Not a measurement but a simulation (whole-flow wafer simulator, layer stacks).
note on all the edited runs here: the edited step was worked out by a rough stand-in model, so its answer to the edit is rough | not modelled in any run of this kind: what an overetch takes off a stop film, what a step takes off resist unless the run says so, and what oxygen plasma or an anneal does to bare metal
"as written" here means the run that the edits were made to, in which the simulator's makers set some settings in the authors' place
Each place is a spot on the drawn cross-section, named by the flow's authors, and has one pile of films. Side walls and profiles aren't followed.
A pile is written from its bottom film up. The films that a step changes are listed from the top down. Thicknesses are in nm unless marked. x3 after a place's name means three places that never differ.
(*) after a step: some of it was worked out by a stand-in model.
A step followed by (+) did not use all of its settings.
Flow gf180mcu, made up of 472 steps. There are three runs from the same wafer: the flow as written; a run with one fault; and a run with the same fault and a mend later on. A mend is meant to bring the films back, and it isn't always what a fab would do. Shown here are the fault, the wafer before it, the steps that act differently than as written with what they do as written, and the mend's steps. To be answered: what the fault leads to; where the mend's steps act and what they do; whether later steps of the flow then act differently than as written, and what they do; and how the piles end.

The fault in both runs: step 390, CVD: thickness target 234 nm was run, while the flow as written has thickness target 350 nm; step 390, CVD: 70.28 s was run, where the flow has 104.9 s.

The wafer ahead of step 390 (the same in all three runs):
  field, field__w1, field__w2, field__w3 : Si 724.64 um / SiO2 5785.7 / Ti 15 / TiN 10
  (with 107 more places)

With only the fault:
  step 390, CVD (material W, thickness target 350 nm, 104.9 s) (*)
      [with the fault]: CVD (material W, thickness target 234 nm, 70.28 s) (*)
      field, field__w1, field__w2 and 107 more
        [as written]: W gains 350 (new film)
        [with the fault]: W gains 235.5 (new film)
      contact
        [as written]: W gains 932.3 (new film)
        [with the fault]: W gains 817.8 (new film)
  Steps later in the flow that act otherwise than as written:
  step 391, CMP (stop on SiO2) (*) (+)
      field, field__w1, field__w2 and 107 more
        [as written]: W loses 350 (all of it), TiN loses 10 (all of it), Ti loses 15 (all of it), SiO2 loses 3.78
        [with the fault]: W loses 235.5 (all of it), TiN loses 10 (all of it), Ti loses 15 (all of it), SiO2 loses 2.63
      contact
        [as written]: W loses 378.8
        [with the fault]: W loses 263.1
  When the end is reached, the piles differ only a little from the flow's at the places that both follow, at most by 2% or 0.5 nm, whichever is larger.

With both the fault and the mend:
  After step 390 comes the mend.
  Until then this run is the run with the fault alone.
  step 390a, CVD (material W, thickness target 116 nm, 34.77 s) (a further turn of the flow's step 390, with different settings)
      field, field__w1, field__w2 and 108 more
        W gains 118
  None of the later steps of the flow differs from how it acts as written, at any place that is followed, by more than 2% or 0.5 nm, whichever is larger.
  When the end is reached, the piles differ only a little from the flow's at the places that both follow, at most by 2% or 0.5 nm, whichever is larger.
